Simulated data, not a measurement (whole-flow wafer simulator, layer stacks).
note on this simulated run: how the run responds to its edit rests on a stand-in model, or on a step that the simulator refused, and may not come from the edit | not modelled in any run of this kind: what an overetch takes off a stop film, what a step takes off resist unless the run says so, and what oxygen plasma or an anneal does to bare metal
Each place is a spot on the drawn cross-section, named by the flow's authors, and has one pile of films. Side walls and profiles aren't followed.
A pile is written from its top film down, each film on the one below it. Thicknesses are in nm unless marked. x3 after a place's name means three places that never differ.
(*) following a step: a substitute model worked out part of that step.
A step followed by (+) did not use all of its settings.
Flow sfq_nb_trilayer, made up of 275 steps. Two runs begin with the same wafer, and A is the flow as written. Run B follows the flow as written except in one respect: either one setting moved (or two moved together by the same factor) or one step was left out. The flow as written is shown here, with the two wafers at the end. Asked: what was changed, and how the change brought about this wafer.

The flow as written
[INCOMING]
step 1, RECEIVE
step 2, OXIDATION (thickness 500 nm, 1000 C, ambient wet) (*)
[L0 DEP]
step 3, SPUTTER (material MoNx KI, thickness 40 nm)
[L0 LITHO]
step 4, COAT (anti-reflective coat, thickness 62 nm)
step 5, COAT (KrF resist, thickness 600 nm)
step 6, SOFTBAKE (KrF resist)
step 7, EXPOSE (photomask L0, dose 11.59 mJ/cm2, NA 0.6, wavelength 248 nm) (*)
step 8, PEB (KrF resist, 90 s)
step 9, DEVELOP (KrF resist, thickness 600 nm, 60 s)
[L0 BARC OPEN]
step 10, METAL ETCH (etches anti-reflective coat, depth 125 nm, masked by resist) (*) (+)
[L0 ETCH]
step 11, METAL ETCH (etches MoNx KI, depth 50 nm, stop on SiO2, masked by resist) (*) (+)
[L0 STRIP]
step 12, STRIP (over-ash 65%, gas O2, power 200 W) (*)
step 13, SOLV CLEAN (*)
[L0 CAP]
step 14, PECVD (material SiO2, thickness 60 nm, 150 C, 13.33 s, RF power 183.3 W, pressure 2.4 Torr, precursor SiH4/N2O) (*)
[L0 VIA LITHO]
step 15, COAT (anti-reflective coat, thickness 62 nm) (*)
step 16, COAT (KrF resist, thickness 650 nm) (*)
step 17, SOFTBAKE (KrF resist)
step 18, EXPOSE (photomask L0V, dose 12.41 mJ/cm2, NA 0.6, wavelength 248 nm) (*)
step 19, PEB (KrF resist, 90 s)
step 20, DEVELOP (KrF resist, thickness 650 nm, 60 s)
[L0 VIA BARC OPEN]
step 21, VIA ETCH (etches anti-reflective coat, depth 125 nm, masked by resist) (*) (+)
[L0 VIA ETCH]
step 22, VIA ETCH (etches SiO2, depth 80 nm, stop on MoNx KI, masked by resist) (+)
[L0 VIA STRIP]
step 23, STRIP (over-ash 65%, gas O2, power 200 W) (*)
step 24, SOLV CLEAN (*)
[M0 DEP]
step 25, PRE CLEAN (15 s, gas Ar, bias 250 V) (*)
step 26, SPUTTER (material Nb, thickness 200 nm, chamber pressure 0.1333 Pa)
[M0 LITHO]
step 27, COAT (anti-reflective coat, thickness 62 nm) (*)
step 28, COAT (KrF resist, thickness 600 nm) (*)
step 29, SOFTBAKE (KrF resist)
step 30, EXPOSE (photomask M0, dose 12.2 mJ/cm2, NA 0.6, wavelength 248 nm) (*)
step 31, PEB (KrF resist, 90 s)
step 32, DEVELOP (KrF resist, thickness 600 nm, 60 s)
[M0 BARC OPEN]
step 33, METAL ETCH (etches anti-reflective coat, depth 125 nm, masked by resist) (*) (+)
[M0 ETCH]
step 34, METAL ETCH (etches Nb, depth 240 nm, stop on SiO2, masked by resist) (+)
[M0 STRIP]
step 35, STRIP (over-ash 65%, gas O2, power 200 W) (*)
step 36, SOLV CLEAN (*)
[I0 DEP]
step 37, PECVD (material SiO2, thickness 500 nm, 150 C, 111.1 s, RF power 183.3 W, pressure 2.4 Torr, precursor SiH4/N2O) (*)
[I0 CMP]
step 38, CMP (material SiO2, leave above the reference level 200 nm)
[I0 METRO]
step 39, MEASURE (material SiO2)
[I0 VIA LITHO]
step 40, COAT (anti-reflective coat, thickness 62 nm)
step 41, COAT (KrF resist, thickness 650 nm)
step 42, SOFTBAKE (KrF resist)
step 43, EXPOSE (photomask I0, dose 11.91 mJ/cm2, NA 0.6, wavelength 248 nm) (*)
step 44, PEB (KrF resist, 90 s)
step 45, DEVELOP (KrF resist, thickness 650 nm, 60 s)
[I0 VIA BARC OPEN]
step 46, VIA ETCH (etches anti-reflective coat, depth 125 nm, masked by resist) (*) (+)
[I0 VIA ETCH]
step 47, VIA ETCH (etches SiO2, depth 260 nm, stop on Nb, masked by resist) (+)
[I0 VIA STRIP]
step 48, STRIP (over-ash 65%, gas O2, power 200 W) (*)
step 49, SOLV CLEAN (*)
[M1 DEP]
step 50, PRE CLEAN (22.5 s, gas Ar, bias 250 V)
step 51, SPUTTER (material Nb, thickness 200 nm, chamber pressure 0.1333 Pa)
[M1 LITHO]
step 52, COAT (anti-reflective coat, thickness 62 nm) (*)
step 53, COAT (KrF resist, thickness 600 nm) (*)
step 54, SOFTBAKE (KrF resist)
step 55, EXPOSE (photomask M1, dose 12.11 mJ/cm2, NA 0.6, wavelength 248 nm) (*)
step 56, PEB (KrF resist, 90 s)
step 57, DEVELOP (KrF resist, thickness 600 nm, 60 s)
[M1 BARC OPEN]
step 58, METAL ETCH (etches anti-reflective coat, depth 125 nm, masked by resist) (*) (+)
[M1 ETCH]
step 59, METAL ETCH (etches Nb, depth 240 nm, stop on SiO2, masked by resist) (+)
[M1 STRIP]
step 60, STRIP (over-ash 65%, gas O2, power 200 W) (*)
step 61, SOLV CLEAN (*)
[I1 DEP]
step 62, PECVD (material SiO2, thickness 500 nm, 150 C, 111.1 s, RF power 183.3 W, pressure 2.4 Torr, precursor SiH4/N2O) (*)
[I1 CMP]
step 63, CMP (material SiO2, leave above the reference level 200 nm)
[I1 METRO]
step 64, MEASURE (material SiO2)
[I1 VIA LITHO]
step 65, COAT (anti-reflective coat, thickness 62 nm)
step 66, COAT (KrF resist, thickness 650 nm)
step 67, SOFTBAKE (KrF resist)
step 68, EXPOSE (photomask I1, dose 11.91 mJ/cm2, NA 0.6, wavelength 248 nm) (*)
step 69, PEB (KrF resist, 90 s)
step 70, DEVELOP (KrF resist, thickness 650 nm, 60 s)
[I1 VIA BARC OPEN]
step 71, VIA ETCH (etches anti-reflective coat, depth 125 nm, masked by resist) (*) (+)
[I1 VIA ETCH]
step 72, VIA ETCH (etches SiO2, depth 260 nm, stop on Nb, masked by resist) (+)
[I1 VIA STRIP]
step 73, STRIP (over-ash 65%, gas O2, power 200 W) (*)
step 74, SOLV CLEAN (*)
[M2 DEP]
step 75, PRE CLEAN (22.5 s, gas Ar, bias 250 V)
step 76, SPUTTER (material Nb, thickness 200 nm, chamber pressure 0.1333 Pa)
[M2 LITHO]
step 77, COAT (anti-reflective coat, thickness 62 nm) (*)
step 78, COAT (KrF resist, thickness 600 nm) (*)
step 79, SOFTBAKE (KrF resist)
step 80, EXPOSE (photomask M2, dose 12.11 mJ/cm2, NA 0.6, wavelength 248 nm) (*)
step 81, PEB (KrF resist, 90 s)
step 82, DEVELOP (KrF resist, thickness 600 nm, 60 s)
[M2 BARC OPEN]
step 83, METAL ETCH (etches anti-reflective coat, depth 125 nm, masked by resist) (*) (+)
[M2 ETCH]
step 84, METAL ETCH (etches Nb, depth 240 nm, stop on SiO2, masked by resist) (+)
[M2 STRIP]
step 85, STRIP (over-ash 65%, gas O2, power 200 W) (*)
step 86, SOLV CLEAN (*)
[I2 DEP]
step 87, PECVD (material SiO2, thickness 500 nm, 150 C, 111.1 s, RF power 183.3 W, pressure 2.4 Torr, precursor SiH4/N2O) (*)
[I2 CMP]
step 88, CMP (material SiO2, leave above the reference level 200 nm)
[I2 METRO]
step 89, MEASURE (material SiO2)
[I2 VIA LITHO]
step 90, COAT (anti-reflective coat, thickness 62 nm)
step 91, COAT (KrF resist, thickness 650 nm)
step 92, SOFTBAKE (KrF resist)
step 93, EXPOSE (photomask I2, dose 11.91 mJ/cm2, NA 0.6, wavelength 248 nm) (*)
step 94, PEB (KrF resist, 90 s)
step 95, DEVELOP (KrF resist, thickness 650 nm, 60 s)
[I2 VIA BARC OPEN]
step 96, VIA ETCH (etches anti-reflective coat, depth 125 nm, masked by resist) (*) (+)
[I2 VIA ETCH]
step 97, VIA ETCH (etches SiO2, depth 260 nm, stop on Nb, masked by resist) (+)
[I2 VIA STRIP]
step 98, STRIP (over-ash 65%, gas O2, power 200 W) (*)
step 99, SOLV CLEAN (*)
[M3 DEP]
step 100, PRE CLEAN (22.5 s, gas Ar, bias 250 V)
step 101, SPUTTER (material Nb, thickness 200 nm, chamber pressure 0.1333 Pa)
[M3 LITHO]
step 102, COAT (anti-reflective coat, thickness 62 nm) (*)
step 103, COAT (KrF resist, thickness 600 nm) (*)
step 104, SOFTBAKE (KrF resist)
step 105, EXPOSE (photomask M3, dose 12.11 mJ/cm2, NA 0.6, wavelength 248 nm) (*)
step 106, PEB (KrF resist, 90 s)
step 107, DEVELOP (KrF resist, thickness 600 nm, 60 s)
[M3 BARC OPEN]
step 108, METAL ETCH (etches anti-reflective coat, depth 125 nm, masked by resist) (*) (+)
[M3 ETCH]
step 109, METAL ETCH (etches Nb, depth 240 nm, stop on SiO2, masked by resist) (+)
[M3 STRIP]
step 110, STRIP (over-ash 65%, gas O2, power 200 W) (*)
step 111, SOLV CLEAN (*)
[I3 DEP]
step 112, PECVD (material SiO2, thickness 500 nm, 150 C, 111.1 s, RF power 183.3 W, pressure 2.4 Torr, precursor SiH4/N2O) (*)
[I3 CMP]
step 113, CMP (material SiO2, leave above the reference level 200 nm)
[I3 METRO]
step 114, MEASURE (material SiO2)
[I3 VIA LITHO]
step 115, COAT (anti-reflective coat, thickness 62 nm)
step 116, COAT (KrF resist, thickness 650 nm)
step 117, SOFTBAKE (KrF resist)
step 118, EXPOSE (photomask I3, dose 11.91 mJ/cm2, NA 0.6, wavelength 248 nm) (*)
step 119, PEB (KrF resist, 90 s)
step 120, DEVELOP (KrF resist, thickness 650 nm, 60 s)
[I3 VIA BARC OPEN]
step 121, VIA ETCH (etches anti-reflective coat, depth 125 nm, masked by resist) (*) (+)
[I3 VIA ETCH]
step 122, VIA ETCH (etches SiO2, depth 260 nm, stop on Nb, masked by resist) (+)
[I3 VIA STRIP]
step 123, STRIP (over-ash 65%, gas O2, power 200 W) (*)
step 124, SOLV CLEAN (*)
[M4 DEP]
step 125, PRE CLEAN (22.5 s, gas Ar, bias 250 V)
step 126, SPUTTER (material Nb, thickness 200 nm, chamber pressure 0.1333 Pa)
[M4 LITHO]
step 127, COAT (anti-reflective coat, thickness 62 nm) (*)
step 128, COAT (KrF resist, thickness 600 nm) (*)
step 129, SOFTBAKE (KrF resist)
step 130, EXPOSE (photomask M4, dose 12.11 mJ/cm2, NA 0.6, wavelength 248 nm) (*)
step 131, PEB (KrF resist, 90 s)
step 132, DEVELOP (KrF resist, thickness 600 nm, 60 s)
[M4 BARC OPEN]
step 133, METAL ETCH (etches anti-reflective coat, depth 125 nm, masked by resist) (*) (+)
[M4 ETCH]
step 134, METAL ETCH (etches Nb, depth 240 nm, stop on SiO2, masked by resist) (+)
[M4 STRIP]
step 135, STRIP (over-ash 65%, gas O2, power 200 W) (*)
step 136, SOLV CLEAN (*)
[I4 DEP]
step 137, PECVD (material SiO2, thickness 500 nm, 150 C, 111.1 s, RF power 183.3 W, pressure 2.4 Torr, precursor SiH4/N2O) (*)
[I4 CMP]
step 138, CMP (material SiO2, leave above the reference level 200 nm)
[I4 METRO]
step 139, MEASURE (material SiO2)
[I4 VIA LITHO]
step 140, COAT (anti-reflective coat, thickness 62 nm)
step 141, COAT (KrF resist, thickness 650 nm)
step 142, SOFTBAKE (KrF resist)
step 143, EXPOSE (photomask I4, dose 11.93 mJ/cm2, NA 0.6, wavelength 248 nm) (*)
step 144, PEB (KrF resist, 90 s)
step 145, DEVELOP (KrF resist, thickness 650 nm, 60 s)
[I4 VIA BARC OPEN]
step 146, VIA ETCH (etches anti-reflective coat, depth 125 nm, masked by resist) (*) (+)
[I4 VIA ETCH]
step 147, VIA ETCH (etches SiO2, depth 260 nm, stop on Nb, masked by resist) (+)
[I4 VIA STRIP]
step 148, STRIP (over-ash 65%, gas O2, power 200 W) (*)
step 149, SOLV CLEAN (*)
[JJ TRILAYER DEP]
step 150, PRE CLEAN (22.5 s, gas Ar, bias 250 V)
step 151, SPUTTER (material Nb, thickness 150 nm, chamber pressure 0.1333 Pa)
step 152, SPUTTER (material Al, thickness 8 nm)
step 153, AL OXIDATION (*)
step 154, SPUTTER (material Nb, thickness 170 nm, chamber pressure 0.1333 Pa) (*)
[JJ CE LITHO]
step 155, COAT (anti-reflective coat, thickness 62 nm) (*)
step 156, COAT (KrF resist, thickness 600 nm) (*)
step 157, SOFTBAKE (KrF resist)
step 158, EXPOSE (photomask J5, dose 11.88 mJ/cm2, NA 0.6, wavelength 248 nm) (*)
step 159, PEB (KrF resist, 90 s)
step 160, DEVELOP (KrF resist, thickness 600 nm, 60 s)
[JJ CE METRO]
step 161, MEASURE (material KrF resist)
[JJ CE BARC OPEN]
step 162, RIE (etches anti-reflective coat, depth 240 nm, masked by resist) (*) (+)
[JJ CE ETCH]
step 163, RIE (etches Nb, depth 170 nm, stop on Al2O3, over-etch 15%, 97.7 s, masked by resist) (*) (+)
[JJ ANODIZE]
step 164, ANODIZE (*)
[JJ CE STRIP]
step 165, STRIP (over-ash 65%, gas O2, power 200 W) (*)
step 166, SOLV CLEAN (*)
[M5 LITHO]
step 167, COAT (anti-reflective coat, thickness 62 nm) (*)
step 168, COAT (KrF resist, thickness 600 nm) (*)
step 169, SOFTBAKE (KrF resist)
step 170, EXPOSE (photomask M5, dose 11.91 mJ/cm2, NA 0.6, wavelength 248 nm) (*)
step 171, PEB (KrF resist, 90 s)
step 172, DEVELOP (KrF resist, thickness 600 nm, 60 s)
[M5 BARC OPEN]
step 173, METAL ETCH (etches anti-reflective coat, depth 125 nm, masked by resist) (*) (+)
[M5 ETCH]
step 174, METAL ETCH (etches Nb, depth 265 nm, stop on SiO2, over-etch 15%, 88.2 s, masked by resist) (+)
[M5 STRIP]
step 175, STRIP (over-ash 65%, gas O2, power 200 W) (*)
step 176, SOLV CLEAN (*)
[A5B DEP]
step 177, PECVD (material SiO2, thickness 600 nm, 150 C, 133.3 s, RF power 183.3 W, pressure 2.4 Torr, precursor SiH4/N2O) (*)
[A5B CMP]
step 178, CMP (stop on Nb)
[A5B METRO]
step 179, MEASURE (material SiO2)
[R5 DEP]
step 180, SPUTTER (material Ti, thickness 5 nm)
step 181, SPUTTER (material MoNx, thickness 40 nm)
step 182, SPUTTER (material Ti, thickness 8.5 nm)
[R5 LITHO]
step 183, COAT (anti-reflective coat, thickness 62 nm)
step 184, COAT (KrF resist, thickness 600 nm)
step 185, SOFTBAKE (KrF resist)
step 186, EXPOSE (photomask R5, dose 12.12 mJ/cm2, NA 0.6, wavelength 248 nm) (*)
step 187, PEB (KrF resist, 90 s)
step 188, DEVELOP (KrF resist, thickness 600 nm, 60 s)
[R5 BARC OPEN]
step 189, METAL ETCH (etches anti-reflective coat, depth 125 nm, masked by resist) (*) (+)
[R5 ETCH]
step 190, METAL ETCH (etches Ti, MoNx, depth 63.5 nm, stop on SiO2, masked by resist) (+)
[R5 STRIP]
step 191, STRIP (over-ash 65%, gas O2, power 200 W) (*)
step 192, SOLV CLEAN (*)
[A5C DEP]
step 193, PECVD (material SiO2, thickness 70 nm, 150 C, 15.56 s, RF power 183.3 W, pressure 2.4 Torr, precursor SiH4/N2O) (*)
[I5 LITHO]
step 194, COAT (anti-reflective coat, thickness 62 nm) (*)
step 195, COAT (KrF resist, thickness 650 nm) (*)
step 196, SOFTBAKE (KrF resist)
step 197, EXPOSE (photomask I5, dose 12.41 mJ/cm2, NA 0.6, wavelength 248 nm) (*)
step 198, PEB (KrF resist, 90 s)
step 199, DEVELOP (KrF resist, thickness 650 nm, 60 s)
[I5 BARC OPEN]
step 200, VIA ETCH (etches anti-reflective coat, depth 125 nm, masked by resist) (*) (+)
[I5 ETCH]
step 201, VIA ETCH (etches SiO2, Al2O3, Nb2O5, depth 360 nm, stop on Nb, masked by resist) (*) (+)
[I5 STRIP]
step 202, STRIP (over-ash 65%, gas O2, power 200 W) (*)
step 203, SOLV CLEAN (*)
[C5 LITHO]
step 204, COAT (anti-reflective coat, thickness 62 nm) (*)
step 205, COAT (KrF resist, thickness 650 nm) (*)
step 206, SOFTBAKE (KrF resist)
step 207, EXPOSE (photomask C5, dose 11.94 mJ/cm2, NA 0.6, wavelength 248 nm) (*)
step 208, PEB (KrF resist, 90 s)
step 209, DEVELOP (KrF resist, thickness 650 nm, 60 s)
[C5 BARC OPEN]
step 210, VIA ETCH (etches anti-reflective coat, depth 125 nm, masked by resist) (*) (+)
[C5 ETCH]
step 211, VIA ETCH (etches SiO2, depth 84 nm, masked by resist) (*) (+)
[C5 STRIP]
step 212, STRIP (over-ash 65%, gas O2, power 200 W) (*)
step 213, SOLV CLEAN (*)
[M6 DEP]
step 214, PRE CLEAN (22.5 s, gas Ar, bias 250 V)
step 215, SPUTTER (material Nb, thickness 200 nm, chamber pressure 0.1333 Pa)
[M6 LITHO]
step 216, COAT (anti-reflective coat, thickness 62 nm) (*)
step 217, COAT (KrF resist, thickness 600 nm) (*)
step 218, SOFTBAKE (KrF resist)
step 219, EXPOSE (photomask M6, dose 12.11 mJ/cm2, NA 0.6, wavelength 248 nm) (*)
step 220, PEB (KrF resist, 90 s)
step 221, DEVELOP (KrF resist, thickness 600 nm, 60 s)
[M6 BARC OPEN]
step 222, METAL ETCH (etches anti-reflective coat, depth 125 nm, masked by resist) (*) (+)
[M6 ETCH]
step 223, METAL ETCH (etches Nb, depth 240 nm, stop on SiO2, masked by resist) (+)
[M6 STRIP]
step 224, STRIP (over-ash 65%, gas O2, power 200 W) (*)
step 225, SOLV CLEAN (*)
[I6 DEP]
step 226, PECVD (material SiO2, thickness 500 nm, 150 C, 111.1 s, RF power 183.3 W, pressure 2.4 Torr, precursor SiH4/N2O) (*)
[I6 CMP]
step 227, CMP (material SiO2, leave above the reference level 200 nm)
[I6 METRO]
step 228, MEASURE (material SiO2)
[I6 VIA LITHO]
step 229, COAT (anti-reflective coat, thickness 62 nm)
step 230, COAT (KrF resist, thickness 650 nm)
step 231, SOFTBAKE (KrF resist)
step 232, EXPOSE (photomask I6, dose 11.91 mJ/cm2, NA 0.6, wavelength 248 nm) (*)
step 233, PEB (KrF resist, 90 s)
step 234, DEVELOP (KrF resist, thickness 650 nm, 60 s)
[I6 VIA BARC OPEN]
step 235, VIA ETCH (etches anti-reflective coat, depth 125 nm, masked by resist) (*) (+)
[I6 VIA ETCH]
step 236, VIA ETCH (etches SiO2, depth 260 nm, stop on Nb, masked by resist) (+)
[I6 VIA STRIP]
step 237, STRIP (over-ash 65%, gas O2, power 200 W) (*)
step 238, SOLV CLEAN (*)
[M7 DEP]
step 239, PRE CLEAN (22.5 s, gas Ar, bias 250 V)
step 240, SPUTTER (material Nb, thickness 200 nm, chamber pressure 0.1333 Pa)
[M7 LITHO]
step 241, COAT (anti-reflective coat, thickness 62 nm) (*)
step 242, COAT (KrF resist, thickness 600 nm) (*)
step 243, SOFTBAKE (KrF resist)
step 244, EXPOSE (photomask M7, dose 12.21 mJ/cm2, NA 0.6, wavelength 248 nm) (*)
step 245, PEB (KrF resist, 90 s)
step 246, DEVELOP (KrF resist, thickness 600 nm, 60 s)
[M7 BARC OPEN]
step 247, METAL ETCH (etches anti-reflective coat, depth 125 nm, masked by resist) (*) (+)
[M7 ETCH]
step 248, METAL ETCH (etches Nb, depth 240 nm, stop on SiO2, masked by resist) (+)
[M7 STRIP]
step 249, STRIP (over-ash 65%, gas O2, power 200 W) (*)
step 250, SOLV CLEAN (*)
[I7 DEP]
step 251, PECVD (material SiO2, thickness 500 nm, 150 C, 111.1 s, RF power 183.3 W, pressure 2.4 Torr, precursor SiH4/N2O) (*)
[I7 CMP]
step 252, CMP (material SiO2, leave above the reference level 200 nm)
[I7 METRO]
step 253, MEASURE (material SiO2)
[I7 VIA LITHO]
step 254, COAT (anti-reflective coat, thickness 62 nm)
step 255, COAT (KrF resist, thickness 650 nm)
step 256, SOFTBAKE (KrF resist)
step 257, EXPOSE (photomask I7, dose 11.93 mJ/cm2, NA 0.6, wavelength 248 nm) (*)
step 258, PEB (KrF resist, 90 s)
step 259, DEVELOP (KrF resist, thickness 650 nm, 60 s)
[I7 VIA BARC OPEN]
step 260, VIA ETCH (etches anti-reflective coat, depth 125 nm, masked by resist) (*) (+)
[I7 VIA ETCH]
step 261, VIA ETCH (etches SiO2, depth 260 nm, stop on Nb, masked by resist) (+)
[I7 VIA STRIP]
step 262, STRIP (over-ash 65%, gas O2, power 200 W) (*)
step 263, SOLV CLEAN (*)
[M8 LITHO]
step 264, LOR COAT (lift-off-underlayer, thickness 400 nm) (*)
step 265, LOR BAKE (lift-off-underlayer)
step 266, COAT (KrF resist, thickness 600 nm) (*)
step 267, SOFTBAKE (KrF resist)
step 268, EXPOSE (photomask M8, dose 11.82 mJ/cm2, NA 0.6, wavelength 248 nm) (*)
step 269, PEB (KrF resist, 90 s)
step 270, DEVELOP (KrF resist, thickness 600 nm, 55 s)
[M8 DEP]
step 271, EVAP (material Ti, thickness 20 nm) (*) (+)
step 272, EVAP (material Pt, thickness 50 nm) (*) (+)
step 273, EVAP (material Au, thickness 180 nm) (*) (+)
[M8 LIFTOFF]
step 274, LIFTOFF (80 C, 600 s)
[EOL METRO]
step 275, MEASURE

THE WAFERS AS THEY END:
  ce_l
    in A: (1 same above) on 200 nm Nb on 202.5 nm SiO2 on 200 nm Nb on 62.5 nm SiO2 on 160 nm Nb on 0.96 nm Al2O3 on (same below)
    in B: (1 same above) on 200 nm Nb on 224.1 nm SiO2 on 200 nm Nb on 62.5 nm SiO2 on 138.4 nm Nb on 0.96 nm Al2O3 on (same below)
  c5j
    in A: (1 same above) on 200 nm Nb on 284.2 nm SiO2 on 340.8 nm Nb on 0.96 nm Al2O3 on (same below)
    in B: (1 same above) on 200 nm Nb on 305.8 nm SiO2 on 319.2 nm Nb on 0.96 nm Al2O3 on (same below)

Cause: step 190, METAL ETCH: depth 85.1 nm was run, while the flow as written has depth 63.5 nm.

The path from the change to this, step by step:
  step 190, METAL ETCH (etches Ti, MoNx, depth 63.5 nm, stop on SiO2, masked by resist) (+)
      be_r, r_sur, res, r_end, r5r_line_l, r5r_line_c, r5r_line_r: A -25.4 KrF resist | B -34 KrF resist
      ce_l, c5j, ce_r, wl_jj: A -8.5 Ti (all of it), -40 MoNx (all of it), -5 Ti (all of it), -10 Nb | B -8.5 Ti (all of it), -40 MoNx (all of it), -5 Ti (all of it), -31.6 Nb
  step 194, COAT (anti-reflective coat, thickness 62 nm) (*)
      wl_j_sl, wl_j_sr: A +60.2 anti-reflective coat (new film) | B +56.7 anti-reflective coat (new film)
      jj_sur: A +60.8 anti-reflective coat (new film) | B +57.2 anti-reflective coat (new film)
      (also at 5 further places)
  step 202, STRIP (over-ash 65%, gas O2, power 200 W) (*)
      wl_j_sl, wl_j_sr: A -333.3 KrF resist (all of it), -60.2 anti-reflective coat (all of it) | B -333.3 KrF resist (all of it), -56.7 anti-reflective coat (all of it)
      jj_sur: A -337.2 KrF resist (all of it), -60.8 anti-reflective coat (all of it) | B -337.6 KrF resist (all of it), -57.2 anti-reflective coat (all of it)
      (also at 5 further places)
  step 204, COAT (anti-reflective coat, thickness 62 nm) (*)
      wl_j_sl, wl_j_sr: A +60.2 anti-reflective coat (new film) | B +56.7 anti-reflective coat (new film)
      jj_sur: A +59.5 anti-reflective coat (new film) | B +56 anti-reflective coat (new film)
      (also at 5 further places)
  step 210, VIA ETCH (etches anti-reflective coat, depth 125 nm, masked by resist) (*) (+)
      c5j: A -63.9 anti-reflective coat (all of it), -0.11 SiO2 | B -69.9 anti-reflective coat (all of it), -0.08 SiO2
  step 212, STRIP (over-ash 65%, gas O2, power 200 W) (*)
      wl_j_sl, wl_j_sr: A -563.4 KrF resist (all of it), -60.2 anti-reflective coat (all of it) | B -563.4 KrF resist (all of it), -56.7 anti-reflective coat (all of it)
      jj_sur: A -562 KrF resist (all of it), -59.5 anti-reflective coat (all of it) | B -562.3 KrF resist (all of it), -56 anti-reflective coat (all of it)
      (also at 4 further places)
  step 216, COAT (anti-reflective coat, thickness 62 nm) (*)
      wl_j_sl, wl_j_sr: A +60.2 anti-reflective coat (new film) | B +56.9 anti-reflective coat (new film)
      jj_sur: A +56.1 anti-reflective coat (new film) | B +52.7 anti-reflective coat (new film)
      (also at 5 further places)
  step 224, STRIP (over-ash 65%, gas O2, power 200 W) (*)
      wl_j_sl, wl_j_sr: A -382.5 KrF resist (all of it), -60.2 anti-reflective coat (all of it) | B -382.3 KrF resist (all of it), -56.9 anti-reflective coat (all of it)
      jj_sur: A -378.5 KrF resist (all of it), -56.1 anti-reflective coat (all of it) | B -378.3 KrF resist (all of it), -52.7 anti-reflective coat (all of it)
      (also at 5 further places)
  step 227, CMP (material SiO2, leave above the reference level 200 nm)
      ce_l, ce_r, wl_jj: A -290 SiO2 | B -268.4 SiO2
      c5j: A -223 SiO2 | B -201.4 SiO2
